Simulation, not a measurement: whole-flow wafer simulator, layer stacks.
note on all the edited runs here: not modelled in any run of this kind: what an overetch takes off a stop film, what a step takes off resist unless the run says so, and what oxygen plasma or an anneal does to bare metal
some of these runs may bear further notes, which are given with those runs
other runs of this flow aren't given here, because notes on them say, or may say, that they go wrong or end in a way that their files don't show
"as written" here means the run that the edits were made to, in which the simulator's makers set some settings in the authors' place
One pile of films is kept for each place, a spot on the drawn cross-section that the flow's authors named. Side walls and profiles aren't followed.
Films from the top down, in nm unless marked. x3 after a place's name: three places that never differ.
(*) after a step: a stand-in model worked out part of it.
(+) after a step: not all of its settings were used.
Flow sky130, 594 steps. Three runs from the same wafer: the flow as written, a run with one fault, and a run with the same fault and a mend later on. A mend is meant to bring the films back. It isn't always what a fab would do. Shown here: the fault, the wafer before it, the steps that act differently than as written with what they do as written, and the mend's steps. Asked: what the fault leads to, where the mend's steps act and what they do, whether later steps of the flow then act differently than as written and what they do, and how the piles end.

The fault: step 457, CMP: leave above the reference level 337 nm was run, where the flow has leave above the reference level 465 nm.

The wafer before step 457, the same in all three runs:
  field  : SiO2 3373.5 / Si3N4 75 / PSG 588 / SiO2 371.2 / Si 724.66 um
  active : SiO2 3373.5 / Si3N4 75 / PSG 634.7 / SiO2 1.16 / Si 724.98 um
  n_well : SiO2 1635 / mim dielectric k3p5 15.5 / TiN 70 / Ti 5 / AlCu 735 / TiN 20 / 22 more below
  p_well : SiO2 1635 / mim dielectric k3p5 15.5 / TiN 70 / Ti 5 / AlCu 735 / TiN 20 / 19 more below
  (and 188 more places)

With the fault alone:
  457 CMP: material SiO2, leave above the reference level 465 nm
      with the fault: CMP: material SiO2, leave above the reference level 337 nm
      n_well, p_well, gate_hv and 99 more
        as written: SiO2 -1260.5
        with the fault: SiO2 -1388.5
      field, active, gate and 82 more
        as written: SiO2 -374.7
        with the fault: SiO2 -502.7
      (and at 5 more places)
  Later steps of the flow that act differently than as written (2 more steps differ only slightly, by at most 2% or 0.5 nm, whichever is larger, and aren't shown):
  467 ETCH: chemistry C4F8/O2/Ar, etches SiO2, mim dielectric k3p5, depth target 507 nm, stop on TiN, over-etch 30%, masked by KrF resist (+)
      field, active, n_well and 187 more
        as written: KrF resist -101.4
        with the fault: KrF resist -68.1
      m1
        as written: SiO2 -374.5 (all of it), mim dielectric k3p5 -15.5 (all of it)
        with the fault: SiO2 -246.5 (all of it), mim dielectric k3p5 -15.5 (all of it)
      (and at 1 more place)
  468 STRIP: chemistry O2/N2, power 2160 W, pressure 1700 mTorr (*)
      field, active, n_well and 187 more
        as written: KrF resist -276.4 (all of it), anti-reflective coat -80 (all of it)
        with the fault: KrF resist -309.7 (all of it), anti-reflective coat -80 (all of it)
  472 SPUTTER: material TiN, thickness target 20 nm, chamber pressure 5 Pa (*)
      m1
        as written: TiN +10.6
        with the fault: TiN +12.5
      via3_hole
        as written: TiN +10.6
        with the fault: TiN +12.4
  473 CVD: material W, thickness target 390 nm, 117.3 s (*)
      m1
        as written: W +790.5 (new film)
        with the fault: W +660.6 (new film)
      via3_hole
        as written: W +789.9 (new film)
        with the fault: W +660 (new film)
  At the end the piles differ from the flow's by more than 2% or 0.5 nm, whichever is larger, at field, active, n_well and 190 more.
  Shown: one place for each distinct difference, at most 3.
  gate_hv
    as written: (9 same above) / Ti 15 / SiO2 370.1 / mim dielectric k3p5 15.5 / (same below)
    with the fault: (9 same above) / Ti 15 / SiO2 242.1 / mim dielectric k3p5 15.5 / (same below)
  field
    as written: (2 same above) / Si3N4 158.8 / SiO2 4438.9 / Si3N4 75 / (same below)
    with the fault: (2 same above) / Si3N4 158.8 / SiO2 4310.9 / Si3N4 75 / (same below)
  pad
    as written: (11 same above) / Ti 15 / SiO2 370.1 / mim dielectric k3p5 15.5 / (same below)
    with the fault: (11 same above) / Ti 15 / SiO2 242.1 / mim dielectric k3p5 15.5 / (same below)

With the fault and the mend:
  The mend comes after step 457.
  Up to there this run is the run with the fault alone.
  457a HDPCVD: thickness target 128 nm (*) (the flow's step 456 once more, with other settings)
      field, active, n_well and 189 more
        SiO2 +128
  No later step of the flow acts differently than as written, at any place that is followed, by more than 2% or 0.5 nm, whichever is larger.
  At the end the piles are the same as the flow's at every place that both follow.
